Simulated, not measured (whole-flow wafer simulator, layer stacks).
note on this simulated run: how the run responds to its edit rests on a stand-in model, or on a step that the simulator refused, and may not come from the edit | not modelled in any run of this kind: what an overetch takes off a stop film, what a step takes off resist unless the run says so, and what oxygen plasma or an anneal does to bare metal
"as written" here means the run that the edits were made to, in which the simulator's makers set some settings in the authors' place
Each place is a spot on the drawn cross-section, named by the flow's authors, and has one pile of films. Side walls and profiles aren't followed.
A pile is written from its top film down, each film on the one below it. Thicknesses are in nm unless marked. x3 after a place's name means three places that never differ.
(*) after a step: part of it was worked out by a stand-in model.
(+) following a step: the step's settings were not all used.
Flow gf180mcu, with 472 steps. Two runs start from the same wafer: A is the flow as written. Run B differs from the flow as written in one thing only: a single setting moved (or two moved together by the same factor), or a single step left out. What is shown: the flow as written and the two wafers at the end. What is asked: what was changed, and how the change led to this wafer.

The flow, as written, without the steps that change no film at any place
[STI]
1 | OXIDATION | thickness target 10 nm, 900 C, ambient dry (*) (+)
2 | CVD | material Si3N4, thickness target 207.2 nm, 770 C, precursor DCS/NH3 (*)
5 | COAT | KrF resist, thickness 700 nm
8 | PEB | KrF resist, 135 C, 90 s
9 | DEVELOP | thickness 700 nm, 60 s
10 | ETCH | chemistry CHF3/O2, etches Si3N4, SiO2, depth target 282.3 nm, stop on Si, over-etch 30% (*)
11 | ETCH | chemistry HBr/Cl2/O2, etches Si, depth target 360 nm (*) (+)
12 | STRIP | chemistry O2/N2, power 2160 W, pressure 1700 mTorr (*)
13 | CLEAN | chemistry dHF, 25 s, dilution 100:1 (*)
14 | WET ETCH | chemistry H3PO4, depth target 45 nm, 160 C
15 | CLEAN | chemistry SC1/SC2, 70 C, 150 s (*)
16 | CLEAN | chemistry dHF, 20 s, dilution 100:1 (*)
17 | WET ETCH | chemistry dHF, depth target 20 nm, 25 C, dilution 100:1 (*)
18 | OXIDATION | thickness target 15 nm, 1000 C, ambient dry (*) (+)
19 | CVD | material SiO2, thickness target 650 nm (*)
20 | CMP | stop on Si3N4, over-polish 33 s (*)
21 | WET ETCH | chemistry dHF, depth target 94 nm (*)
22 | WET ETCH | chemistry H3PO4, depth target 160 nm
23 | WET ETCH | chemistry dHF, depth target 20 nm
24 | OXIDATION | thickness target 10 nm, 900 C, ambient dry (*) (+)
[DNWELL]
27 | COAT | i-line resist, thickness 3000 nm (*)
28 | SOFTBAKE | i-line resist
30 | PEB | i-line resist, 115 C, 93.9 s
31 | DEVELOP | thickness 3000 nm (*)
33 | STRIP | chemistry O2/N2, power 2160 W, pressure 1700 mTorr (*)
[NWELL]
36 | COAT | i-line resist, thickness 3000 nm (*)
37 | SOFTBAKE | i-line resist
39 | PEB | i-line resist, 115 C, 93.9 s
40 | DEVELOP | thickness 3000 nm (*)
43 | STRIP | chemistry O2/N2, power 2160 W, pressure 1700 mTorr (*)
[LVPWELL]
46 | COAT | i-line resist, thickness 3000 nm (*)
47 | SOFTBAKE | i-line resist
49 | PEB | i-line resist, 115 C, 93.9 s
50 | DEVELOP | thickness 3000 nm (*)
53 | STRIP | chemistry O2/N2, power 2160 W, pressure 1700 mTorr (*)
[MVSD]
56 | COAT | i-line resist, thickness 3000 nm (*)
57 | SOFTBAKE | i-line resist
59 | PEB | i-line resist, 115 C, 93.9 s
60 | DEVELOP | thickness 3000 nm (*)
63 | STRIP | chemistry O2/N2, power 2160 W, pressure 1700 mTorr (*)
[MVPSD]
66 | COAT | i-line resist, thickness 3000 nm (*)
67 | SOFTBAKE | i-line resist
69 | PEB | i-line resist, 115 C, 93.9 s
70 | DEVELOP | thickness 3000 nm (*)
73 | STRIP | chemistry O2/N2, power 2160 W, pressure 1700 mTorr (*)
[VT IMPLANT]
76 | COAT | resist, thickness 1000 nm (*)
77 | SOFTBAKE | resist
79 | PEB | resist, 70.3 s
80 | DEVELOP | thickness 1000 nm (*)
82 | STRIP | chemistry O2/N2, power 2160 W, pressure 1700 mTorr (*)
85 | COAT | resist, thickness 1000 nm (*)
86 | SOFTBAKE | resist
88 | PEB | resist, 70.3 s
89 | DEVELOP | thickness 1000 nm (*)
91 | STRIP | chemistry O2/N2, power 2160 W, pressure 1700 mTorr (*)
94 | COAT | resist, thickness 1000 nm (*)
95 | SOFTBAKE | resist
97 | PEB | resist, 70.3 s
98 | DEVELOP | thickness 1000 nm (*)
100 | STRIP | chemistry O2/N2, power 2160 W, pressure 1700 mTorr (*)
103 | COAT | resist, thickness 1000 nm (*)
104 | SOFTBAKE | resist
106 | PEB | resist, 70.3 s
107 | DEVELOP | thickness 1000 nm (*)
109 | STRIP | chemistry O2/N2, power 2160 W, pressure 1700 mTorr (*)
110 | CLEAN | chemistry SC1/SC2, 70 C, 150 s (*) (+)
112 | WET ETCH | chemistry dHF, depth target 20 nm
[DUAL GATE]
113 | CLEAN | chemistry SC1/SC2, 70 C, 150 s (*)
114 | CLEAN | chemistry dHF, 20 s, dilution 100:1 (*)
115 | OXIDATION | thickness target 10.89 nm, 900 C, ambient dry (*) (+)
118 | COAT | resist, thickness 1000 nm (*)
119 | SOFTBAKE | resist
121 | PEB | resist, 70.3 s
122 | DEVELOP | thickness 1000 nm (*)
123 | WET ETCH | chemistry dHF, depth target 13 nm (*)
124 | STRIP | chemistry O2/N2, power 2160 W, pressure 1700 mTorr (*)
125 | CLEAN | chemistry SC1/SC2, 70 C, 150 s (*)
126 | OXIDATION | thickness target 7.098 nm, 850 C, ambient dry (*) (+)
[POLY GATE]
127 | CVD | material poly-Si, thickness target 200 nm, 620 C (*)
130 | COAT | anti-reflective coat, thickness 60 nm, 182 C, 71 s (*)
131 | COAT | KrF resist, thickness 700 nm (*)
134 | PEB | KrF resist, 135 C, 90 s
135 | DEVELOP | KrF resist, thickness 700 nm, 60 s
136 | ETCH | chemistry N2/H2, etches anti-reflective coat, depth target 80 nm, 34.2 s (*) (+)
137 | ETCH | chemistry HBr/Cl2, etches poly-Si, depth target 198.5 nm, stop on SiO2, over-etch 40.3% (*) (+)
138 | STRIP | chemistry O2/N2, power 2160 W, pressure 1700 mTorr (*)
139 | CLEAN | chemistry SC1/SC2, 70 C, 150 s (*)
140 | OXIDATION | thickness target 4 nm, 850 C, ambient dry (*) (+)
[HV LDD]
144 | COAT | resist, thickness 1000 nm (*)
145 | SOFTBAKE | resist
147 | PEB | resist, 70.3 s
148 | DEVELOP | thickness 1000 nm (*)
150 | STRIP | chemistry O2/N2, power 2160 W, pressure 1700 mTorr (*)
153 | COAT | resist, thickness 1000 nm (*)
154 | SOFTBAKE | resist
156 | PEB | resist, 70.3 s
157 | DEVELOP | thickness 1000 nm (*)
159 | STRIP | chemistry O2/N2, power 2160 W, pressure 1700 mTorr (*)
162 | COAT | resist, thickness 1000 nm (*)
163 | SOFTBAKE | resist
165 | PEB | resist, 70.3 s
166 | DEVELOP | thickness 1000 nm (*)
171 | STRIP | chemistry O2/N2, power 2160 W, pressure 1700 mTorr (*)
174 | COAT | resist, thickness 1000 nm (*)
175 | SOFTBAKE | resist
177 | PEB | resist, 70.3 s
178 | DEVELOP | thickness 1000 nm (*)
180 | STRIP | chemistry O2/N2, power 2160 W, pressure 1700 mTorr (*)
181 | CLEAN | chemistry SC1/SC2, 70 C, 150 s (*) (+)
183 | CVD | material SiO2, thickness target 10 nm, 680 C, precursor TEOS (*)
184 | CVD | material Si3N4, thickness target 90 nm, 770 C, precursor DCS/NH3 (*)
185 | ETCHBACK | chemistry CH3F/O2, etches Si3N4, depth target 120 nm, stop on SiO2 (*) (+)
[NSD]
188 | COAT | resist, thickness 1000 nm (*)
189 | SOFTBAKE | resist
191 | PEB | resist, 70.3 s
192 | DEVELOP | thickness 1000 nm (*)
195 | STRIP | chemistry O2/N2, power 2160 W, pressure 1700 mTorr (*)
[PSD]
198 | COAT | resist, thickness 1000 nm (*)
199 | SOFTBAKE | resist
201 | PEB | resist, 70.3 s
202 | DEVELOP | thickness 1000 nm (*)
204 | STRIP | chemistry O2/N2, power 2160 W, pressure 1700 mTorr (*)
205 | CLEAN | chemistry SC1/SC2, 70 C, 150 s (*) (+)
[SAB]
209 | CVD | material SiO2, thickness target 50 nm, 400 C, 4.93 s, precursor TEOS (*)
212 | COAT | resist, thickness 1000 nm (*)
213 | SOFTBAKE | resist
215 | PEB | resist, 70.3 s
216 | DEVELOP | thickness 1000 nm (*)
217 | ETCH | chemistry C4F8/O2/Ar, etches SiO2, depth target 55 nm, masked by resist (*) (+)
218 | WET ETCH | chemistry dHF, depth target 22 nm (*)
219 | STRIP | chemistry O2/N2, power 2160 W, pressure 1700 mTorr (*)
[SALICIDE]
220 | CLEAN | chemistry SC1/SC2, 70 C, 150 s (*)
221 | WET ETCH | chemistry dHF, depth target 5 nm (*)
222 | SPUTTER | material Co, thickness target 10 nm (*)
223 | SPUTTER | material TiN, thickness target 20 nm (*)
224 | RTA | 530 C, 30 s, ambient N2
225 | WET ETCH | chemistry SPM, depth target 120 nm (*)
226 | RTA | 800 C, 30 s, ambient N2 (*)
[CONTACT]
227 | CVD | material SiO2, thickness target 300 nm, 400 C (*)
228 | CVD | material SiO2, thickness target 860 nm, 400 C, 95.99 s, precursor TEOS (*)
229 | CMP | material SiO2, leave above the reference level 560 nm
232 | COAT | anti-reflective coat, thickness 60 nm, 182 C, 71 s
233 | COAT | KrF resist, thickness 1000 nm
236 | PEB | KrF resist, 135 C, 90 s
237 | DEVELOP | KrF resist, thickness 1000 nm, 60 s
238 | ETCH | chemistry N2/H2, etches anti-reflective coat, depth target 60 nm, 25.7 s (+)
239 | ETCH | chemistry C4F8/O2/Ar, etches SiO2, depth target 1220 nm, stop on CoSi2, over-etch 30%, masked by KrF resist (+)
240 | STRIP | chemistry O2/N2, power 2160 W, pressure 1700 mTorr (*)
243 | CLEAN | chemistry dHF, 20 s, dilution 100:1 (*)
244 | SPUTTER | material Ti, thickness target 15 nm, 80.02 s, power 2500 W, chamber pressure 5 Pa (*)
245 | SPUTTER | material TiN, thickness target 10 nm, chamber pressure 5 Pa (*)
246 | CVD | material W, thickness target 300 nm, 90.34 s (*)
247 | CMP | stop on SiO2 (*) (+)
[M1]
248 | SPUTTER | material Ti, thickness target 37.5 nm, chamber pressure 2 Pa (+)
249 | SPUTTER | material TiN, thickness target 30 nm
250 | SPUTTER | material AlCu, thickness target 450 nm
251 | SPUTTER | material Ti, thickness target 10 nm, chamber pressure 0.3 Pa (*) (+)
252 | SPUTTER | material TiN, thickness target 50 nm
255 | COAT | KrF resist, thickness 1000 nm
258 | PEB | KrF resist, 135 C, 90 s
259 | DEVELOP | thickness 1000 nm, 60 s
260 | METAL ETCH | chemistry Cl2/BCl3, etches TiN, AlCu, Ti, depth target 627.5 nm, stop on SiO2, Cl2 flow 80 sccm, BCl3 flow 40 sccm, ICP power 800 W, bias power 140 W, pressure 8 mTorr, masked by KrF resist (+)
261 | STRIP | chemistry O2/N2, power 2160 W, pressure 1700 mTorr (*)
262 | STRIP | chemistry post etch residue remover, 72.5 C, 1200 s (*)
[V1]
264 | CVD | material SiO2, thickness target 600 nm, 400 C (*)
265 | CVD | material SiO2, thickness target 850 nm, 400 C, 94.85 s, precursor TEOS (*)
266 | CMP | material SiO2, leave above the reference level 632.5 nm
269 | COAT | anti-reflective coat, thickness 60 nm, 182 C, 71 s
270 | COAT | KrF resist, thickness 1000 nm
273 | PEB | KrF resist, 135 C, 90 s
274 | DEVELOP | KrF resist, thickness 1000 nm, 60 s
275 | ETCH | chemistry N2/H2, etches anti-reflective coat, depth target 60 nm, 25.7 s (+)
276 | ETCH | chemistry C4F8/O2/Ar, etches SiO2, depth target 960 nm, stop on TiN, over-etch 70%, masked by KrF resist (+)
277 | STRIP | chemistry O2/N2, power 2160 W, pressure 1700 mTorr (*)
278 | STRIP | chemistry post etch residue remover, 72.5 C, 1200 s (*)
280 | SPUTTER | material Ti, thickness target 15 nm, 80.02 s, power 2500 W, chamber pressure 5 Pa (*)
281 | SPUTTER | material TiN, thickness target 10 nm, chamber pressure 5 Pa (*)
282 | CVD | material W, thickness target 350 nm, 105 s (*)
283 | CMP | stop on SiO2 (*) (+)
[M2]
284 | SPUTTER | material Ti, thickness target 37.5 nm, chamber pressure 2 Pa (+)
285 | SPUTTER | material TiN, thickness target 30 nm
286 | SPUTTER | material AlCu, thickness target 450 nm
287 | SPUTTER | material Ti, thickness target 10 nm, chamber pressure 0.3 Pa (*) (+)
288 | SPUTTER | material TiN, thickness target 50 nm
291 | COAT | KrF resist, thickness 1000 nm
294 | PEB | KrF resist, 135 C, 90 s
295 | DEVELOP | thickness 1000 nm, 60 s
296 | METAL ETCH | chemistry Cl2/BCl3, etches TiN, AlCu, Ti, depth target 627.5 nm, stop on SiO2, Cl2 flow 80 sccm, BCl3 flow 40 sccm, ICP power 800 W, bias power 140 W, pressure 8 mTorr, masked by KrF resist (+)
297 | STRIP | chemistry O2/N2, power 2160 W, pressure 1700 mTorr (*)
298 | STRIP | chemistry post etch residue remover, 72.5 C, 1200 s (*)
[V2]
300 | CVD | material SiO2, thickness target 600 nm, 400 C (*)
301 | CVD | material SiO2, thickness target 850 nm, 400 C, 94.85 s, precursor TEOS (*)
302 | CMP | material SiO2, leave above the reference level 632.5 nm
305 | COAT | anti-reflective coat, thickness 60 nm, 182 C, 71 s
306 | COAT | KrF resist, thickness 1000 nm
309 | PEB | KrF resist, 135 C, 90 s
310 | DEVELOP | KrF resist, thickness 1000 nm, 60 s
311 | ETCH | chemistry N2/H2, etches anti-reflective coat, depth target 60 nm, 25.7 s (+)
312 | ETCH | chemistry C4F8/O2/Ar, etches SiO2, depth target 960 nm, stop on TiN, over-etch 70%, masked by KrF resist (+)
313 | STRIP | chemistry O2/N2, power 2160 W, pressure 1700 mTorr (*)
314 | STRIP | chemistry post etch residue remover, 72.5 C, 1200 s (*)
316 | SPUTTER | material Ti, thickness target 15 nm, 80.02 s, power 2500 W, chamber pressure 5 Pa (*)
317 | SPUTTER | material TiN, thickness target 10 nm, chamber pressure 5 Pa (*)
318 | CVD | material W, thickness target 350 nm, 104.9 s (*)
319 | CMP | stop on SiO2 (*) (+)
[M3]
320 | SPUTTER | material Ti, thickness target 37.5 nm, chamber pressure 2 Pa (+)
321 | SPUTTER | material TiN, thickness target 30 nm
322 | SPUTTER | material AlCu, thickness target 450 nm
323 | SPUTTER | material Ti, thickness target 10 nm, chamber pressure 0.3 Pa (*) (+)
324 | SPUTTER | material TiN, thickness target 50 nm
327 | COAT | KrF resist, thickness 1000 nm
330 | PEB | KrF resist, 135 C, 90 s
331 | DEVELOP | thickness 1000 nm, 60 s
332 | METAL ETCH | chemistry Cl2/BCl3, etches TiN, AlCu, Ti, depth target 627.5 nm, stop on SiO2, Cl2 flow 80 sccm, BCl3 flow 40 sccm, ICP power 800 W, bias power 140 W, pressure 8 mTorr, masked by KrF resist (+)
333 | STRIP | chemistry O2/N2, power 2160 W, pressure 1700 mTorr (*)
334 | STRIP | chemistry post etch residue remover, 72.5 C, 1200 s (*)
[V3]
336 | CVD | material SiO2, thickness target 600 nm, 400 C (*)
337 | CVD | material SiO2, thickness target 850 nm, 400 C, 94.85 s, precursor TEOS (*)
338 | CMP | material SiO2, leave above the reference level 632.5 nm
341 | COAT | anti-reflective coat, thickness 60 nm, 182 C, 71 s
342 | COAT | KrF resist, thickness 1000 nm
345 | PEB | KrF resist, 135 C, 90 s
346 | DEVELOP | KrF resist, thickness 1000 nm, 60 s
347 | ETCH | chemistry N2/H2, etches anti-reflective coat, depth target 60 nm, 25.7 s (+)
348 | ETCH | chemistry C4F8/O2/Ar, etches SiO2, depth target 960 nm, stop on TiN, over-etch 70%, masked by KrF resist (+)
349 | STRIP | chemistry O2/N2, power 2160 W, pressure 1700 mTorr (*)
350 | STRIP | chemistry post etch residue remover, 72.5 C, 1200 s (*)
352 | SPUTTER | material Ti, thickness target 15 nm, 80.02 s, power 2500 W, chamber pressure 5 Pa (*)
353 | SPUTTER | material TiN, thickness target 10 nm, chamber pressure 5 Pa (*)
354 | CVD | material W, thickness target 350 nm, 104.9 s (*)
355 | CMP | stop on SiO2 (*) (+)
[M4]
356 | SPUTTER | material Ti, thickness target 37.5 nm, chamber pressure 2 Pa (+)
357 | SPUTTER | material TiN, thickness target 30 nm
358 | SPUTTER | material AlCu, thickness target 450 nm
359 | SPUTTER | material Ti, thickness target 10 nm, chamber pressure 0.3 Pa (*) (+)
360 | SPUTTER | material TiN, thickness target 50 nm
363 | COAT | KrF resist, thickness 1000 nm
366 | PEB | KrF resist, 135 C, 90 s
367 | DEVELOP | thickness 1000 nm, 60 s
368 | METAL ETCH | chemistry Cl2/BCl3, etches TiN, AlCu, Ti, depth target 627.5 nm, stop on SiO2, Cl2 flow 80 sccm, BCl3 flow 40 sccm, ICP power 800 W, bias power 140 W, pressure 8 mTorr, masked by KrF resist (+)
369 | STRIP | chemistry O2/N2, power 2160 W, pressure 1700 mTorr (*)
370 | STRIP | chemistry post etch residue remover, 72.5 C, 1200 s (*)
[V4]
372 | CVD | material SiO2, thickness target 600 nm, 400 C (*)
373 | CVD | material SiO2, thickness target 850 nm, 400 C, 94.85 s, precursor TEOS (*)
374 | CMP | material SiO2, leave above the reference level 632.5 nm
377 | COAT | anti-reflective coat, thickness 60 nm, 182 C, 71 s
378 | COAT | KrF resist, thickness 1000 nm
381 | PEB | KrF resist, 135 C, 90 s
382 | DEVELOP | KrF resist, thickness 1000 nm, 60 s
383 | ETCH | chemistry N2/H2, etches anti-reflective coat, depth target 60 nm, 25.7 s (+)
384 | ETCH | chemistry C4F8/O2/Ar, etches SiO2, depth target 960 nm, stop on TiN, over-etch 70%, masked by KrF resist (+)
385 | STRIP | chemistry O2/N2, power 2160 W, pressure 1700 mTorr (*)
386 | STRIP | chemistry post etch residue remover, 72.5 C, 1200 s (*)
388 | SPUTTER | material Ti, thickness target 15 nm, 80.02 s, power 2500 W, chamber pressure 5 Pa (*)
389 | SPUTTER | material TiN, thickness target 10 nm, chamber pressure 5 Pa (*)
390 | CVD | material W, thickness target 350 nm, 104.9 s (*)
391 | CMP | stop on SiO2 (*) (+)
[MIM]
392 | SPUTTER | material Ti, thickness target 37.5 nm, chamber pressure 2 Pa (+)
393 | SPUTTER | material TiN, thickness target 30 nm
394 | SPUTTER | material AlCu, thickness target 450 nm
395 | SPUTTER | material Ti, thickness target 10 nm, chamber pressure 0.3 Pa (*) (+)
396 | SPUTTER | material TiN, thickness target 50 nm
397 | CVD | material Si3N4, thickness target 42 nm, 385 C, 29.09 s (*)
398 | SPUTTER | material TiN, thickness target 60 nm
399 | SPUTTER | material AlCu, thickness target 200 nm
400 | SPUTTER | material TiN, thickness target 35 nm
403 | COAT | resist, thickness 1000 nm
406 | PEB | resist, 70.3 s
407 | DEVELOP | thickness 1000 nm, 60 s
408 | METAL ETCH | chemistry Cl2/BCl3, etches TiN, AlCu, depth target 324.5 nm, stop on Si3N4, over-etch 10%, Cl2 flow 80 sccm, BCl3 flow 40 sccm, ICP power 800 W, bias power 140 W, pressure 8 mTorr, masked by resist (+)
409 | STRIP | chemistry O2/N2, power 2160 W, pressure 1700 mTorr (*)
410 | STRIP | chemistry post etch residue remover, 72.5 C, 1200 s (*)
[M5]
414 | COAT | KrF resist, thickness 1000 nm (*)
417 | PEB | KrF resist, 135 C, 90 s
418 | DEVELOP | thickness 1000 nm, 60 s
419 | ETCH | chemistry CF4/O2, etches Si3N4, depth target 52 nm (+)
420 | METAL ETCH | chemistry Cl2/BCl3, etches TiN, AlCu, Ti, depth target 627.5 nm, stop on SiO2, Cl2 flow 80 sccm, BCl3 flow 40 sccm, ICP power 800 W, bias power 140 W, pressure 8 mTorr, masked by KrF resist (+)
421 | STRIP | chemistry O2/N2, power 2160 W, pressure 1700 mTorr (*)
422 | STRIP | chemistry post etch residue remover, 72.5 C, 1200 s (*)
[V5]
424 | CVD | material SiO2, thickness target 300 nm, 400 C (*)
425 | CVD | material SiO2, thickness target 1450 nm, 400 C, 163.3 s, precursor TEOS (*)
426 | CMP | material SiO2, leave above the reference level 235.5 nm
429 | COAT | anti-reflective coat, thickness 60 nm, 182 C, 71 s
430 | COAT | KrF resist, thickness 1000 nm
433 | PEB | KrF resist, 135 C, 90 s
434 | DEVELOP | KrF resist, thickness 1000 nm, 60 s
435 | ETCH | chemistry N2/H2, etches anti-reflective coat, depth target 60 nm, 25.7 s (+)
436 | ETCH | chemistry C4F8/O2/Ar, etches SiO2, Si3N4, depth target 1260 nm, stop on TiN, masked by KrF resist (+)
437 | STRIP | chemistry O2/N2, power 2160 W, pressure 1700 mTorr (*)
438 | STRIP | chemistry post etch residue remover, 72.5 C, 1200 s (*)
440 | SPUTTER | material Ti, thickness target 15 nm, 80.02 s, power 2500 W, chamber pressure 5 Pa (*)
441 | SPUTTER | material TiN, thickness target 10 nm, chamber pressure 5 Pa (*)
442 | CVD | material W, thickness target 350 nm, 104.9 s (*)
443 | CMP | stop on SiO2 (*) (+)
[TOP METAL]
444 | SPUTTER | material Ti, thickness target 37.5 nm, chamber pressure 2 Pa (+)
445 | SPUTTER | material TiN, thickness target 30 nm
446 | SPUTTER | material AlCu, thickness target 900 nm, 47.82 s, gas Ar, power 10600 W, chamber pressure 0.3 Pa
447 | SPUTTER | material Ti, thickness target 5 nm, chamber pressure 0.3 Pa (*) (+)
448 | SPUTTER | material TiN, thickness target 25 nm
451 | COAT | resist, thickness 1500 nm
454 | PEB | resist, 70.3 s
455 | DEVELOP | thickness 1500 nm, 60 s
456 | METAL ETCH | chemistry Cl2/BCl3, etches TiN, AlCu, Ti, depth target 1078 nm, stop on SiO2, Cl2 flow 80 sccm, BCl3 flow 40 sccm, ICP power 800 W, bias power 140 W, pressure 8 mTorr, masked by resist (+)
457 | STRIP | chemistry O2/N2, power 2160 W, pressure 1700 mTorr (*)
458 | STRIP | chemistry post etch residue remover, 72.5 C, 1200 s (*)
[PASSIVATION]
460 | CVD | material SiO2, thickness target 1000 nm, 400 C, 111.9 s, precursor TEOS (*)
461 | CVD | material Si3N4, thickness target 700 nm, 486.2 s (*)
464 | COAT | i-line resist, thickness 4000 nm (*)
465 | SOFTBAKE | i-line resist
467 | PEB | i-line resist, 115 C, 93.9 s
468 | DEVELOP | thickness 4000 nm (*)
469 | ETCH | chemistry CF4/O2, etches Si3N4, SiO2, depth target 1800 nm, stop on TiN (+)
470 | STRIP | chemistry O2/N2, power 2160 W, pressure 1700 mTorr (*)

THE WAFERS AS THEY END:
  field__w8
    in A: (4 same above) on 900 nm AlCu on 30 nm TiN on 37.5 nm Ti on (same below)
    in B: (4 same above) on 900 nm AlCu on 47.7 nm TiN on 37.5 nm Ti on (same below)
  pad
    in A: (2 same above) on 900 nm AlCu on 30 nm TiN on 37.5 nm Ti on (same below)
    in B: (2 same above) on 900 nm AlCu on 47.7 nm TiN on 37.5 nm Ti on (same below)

What caused this: step 445, SPUTTER: thickness target 47.7 nm was run, whereas the flow has thickness target 30 nm.
One can read it off the wafer: field__w8 has TiN 47.7, and step 445 as written asks for 30 nm.

How this came from the change, step by step:
  445 | SPUTTER | material TiN, thickness target 30 nm
      field, field__w1, field__w2 and 109 more: A TiN gains 30 (new film) | B TiN gains 47.7 (new film)
  456 | METAL ETCH | chemistry Cl2/BCl3, etches TiN, AlCu, Ti, depth target 1078 nm, stop on SiO2, Cl2 flow 80 sccm, BCl3 flow 40 sccm, ICP power 800 W, bias power 140 W, pressure 8 mTorr, masked by resist (+)
      field, field__w1, field__w2 and 103 more: A TiN loses 25 (all of it), Ti loses 5 (all of it), AlCu loses 900 (all of it), TiN loses 30 (all of it), Ti loses 37.5 (all of it) | B TiN loses 25 (all of it), Ti loses 5 (all of it), AlCu loses 900 (all of it), TiN loses 47.7 (all of it), Ti loses 37.5 (all of it)
  465 | SOFTBAKE | i-line resist
      gate: A i-line resist gains 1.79 | B i-line resist loses 0.22
      ld_fp_p, ld_drift_p: A i-line resist gains 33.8 | B i-line resist gains 27.7
      (and at 64 other places as well)
